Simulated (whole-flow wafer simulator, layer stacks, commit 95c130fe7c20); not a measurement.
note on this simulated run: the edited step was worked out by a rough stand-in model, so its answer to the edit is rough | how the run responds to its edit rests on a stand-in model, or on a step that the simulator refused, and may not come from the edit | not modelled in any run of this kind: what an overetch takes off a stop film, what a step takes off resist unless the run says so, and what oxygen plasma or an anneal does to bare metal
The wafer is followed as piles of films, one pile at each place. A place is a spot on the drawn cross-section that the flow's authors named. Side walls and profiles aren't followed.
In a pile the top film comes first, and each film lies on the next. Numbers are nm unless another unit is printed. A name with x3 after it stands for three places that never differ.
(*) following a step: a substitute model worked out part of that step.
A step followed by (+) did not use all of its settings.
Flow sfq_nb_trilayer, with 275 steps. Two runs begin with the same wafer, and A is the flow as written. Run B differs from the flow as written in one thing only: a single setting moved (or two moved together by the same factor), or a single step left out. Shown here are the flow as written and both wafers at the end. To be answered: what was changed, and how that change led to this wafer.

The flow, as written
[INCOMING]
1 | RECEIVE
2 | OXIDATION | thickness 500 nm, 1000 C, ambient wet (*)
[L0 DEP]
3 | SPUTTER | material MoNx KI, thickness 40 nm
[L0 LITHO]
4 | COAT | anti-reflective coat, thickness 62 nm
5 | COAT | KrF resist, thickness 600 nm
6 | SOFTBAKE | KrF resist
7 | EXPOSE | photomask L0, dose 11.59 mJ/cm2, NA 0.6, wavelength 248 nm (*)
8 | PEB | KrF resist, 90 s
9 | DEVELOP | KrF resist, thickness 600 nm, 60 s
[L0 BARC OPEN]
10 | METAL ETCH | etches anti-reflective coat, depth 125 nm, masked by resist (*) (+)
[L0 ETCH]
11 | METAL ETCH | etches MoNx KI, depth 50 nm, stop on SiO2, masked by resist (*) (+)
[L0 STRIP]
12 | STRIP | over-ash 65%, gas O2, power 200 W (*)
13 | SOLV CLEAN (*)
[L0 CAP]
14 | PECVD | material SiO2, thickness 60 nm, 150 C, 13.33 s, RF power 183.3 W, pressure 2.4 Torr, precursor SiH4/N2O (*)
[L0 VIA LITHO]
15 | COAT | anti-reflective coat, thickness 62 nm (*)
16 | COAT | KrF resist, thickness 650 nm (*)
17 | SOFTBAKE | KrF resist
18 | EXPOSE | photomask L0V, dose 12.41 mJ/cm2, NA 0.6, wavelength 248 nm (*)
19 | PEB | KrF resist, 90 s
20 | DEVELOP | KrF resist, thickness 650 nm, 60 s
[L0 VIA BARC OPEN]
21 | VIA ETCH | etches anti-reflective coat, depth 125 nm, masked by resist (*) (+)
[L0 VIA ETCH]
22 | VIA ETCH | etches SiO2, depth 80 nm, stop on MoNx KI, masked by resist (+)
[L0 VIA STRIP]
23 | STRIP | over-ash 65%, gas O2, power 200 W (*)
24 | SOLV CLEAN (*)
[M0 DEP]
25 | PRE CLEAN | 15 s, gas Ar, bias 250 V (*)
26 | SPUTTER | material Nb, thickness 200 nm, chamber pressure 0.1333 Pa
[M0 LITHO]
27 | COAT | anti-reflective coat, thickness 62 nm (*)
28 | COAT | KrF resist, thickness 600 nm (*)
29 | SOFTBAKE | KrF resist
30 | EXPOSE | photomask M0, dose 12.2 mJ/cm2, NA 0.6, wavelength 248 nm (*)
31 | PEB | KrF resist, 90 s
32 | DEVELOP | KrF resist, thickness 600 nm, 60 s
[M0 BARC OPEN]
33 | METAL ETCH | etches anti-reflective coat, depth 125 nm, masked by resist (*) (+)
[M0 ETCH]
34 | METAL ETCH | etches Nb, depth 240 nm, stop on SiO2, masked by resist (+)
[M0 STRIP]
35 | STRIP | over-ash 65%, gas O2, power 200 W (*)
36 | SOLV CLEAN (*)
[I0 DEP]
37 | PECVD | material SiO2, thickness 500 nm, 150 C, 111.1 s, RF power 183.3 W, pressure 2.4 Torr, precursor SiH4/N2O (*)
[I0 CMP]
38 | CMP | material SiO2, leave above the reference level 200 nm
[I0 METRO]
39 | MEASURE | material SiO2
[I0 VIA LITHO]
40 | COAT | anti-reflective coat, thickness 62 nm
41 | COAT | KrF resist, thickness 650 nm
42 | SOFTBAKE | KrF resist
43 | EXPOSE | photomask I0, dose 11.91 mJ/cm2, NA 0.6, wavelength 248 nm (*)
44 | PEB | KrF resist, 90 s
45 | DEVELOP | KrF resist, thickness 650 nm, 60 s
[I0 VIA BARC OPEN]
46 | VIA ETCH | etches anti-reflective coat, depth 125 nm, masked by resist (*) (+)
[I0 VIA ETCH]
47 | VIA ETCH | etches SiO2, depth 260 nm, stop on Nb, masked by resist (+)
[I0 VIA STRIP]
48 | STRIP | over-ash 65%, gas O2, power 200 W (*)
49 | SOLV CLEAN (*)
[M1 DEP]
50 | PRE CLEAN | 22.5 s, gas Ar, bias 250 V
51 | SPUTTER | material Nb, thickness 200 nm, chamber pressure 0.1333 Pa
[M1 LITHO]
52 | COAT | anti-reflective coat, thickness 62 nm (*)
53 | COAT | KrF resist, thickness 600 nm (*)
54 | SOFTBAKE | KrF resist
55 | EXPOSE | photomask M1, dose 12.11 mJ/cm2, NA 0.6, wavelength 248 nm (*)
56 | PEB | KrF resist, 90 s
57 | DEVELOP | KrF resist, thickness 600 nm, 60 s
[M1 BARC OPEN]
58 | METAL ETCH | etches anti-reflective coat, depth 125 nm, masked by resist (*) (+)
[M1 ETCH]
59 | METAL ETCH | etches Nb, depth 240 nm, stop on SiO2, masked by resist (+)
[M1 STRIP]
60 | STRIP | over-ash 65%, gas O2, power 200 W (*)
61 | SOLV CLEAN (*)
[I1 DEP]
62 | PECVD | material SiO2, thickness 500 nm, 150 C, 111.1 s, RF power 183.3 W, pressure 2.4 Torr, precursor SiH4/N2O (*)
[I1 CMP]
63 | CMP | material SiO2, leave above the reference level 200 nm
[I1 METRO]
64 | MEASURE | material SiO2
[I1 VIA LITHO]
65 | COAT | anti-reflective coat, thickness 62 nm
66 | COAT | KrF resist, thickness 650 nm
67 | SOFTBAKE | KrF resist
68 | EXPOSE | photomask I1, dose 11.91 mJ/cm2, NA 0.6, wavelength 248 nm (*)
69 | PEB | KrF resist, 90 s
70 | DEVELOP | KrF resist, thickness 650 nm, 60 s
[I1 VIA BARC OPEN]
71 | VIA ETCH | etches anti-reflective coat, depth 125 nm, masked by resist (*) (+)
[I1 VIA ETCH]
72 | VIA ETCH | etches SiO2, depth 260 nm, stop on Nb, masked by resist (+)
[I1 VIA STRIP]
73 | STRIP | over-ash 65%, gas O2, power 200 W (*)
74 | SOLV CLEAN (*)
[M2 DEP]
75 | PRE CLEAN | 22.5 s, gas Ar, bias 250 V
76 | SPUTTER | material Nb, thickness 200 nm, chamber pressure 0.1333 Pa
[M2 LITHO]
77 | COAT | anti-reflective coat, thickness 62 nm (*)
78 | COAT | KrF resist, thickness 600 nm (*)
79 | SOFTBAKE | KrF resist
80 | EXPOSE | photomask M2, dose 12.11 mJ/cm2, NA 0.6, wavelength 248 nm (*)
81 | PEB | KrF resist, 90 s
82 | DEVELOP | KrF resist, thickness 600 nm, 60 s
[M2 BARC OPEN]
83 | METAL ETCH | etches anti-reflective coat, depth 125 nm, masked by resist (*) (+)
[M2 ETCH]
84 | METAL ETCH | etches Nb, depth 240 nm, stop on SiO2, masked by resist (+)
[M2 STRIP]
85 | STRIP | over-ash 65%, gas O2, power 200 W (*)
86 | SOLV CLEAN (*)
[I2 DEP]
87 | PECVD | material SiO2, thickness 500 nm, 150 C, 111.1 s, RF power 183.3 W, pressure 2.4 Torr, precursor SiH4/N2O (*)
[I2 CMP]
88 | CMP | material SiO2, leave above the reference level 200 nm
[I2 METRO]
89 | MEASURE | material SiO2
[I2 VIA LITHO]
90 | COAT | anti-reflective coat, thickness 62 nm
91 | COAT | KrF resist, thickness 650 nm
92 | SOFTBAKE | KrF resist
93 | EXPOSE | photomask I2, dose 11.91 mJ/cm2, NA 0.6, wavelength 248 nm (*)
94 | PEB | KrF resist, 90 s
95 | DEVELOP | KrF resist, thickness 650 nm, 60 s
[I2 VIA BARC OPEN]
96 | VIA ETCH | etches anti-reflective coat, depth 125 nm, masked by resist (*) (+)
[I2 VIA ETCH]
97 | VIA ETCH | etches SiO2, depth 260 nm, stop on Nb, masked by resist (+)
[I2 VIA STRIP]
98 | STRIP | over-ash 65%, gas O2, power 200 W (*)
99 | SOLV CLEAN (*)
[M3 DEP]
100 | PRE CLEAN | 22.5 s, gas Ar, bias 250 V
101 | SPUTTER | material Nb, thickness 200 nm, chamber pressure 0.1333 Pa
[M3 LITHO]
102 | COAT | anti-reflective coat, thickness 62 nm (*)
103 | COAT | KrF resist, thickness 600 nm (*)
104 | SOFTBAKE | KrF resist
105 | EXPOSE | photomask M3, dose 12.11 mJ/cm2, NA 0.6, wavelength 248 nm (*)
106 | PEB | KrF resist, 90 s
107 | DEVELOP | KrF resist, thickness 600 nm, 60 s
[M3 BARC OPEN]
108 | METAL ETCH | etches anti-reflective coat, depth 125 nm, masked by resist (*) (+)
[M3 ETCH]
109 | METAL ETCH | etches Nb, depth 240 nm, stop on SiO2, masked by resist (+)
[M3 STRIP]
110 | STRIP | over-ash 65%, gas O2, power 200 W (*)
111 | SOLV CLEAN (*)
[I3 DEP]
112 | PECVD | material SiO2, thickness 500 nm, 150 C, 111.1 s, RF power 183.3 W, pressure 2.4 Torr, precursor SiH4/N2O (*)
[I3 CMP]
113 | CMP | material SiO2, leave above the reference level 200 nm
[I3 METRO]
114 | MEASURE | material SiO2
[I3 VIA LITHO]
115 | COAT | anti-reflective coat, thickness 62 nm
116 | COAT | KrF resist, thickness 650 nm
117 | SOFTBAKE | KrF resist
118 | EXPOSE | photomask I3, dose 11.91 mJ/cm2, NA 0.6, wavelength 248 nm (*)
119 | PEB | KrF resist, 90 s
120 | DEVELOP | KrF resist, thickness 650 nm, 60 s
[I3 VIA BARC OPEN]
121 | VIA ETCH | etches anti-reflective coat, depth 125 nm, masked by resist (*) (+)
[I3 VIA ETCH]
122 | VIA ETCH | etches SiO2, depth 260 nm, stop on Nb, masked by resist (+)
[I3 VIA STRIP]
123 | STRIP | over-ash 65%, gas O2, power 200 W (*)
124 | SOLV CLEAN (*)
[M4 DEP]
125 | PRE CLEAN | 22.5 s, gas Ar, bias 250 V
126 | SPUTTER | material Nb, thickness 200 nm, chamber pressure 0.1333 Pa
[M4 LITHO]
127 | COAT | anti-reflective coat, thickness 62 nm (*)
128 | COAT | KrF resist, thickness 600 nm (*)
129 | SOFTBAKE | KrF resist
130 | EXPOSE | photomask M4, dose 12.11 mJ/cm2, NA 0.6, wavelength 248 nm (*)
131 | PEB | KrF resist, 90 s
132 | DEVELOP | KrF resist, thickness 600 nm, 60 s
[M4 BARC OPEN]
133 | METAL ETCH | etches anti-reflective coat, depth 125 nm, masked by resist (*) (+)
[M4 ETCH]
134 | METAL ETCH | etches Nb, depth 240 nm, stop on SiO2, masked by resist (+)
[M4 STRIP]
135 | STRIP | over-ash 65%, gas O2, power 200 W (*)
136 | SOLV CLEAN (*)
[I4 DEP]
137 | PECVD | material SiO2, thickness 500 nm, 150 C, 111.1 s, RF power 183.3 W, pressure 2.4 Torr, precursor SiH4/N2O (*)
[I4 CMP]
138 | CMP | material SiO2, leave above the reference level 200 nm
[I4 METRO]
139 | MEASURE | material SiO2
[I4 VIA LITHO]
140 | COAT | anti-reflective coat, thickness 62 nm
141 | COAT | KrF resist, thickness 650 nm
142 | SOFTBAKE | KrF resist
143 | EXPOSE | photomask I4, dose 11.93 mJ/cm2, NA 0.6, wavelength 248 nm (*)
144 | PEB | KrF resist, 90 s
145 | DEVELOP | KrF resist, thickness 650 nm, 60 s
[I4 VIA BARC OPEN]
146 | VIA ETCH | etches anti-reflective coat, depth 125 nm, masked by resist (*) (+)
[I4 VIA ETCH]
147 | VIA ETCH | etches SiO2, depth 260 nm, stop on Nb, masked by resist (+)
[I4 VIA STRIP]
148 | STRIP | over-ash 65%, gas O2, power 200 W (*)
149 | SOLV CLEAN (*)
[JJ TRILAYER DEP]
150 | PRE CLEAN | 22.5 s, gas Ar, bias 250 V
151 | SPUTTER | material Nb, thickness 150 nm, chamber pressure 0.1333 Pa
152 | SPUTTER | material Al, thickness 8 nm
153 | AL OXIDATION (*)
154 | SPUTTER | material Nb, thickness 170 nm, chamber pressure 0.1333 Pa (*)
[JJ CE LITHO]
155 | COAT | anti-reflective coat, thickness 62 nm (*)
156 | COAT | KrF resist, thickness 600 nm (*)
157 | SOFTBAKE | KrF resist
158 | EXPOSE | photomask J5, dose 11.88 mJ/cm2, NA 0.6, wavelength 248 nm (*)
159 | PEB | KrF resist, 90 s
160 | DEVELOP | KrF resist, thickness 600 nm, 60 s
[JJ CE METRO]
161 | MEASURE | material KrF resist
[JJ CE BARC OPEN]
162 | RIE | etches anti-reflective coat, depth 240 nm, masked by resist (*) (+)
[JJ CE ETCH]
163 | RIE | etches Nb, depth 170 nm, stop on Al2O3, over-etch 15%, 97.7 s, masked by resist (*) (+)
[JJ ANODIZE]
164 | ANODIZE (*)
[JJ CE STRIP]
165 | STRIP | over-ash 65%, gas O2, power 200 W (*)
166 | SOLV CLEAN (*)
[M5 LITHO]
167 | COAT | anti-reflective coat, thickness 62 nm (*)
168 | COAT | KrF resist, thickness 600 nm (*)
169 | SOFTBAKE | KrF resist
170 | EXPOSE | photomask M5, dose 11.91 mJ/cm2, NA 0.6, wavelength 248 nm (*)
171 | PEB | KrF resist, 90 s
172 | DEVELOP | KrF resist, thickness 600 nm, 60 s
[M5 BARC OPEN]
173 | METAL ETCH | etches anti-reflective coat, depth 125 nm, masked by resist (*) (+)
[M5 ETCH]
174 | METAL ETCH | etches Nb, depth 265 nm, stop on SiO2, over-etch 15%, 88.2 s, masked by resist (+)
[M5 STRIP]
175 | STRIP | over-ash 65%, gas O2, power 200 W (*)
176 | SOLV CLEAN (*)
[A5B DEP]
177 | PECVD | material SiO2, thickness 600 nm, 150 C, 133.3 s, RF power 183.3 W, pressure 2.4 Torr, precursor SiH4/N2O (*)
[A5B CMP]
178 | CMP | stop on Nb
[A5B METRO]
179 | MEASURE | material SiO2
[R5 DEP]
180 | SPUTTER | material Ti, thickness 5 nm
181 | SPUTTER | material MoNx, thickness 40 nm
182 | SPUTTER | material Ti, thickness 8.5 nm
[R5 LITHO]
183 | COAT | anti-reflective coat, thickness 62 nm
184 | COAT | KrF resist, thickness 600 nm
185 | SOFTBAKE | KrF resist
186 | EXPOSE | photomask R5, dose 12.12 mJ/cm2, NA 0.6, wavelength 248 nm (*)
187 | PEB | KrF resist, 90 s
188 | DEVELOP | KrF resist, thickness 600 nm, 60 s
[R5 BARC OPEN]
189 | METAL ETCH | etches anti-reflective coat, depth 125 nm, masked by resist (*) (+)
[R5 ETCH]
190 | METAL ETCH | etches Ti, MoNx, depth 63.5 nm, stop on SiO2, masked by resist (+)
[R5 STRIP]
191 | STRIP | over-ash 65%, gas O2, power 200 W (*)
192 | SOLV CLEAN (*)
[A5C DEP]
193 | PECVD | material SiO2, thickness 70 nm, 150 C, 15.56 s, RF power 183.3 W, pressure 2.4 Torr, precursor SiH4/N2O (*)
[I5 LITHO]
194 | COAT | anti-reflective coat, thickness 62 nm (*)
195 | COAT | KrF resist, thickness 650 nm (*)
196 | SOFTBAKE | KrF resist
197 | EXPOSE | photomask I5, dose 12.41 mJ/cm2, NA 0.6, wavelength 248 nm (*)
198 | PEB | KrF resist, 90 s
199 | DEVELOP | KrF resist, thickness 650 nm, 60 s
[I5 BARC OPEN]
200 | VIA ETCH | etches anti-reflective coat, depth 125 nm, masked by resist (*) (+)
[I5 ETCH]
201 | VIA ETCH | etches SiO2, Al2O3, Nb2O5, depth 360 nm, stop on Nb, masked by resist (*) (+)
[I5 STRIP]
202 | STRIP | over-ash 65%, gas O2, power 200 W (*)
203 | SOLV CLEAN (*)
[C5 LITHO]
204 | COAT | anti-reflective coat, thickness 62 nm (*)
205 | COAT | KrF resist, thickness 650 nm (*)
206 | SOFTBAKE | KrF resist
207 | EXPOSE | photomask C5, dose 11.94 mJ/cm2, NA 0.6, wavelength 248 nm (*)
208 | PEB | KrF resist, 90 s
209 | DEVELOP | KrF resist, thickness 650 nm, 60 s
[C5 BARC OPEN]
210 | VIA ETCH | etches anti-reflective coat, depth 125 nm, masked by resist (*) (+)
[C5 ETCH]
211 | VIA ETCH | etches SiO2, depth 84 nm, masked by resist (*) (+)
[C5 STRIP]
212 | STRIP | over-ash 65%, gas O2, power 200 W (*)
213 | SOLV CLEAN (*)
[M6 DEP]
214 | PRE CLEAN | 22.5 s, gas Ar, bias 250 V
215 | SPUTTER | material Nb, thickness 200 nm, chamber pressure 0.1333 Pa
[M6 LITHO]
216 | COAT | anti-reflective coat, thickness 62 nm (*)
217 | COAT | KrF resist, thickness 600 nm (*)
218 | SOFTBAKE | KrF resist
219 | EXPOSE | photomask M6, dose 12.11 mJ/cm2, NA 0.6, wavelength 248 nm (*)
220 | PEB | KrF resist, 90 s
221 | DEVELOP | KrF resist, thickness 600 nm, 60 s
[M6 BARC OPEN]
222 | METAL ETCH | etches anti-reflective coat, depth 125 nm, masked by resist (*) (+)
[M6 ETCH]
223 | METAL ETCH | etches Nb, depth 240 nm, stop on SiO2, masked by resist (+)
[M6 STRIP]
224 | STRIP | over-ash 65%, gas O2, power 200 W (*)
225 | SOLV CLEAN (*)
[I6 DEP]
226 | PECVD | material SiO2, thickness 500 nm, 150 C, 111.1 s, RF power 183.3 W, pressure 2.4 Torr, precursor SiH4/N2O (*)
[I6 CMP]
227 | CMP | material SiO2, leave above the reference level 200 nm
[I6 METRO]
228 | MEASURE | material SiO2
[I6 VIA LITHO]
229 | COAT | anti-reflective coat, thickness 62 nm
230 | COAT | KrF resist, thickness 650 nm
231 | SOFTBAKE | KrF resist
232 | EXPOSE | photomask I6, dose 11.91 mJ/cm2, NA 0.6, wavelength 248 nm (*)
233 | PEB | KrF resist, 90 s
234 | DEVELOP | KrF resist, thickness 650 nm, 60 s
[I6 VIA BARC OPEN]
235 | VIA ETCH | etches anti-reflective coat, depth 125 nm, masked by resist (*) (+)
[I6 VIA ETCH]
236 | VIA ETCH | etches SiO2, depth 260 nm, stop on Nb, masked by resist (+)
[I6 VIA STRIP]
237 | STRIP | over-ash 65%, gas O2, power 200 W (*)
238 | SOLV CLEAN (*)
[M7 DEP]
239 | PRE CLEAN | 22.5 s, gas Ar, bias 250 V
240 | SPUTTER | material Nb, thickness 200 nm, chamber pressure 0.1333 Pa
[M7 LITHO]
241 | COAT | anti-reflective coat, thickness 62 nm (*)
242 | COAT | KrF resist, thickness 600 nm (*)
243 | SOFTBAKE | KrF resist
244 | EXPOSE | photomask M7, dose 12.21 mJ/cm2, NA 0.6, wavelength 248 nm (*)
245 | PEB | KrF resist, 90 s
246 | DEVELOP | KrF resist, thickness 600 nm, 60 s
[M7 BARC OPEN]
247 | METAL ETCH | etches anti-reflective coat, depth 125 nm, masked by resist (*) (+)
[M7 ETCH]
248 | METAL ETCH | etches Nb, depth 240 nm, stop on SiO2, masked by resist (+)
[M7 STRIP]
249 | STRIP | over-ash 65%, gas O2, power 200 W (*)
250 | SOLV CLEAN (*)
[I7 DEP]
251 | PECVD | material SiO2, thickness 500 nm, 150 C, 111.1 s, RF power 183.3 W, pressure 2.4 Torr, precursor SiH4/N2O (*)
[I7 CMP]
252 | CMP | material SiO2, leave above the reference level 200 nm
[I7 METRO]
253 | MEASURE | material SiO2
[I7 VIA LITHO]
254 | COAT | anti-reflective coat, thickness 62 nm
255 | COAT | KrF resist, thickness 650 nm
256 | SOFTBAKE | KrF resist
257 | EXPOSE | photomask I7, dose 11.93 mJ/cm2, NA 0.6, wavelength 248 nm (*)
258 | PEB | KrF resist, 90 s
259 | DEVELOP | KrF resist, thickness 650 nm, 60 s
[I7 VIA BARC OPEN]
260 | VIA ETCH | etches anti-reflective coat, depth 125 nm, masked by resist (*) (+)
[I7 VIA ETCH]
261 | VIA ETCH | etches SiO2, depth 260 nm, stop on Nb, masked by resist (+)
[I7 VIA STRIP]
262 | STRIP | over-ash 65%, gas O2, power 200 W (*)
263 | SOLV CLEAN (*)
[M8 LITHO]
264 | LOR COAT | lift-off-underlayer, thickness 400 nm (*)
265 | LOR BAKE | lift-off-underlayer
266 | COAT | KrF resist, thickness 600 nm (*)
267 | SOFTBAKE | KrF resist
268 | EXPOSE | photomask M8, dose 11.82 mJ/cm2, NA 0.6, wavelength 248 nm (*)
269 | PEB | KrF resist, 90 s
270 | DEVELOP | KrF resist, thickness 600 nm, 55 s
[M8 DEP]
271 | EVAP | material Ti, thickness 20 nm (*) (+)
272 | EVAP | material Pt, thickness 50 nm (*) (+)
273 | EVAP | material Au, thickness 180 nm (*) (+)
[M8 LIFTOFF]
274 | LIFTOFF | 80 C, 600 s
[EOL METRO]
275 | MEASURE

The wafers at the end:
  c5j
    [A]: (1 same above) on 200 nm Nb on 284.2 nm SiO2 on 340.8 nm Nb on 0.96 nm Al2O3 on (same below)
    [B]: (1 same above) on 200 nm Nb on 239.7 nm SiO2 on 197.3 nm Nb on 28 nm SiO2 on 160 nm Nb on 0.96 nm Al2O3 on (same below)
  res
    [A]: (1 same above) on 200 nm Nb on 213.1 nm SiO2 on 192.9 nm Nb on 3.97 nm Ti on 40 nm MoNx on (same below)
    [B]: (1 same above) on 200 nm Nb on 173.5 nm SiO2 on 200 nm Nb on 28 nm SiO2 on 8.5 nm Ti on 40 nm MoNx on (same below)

The reason: step 211, VIA ETCH: depth 34.4 nm was run, whereas the flow has depth 84 nm.

Step by step, how the change led to this:
  211 | VIA ETCH | etches SiO2, depth 84 nm, masked by resist (*) (+)
      c5j: A -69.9 SiO2 (all of it), -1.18 Nb | B -34.4 SiO2
      res: A -69.9 SiO2 (all of it) | B -34.4 SiO2
      (and at 104 other places as well)
  214 | PRE CLEAN | 22.5 s, gas Ar, bias 250 V
      c5j: A -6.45 Nb | B -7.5 SiO2
      res: A -4.53 Ti | B -7.5 SiO2
  215 | SPUTTER | material Nb, thickness 200 nm, chamber pressure 0.1333 Pa
      c5j: A +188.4 Nb | B +197.3 Nb (new film)
      res: A +192.9 Nb (new film) | B +200 Nb (new film)
  216 | COAT | anti-reflective coat, thickness 62 nm (*)
      jj_sur: A +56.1 anti-reflective coat (new film) | B +57.5 anti-reflective coat (new film)
      ce_l: A +48 anti-reflective coat (new film) | B +57.1 anti-reflective coat (new film)
      (and at 6 other places as well)
  217 | COAT | KrF resist, thickness 600 nm (*)
      c5j: A +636 KrF resist (new film) | B +620.9 KrF resist (new film)
      res: A +605.2 KrF resist (new film) | B +588.5 KrF resist (new film)
  224 | STRIP | over-ash 65%, gas O2, power 200 W (*)
      jj_sur: A -378.5 KrF resist (all of it), -56.1 anti-reflective coat (all of it) | B -379.9 KrF resist (all of it), -57.5 anti-reflective coat (all of it)
      ce_l: A -397.1 KrF resist (all of it), -48 anti-reflective coat (all of it) | B -391.6 KrF resist (all of it), -57.1 anti-reflective coat (all of it)
      (and at 6 other places as well)
  226 | PECVD | material SiO2, thickness 500 nm, 150 C, 111.1 s, RF power 183.3 W, pressure 2.4 Torr, precursor SiH4/N2O (*)
      c5j: A +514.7 SiO2 (new film) | B +500 SiO2 (new film)
  227 | CMP | material SiO2, leave above the reference level 200 nm
      c5j: A -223 SiO2 | B -252.8 SiO2
      res: A -279.4 SiO2 | B -319 SiO2
With metal films that touch counted as one body, c5j has 5 bodies (between them, from the top down: SiO2 239.7; SiO2 28; Al2O3 0.96; SiO2 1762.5); the flow as written gives 4 bodies (between them, from the top down: SiO2 284.2; Al2O3 0.96; SiO2 1762.5).
With metal films that touch counted as one body, res has 4 bodies (between them, from the top down: SiO2 173.5; SiO2 28; SiO2 2090.9); the flow as written gives 3 bodies (between them, from the top down: SiO2 213.1; SiO2 2090.9).
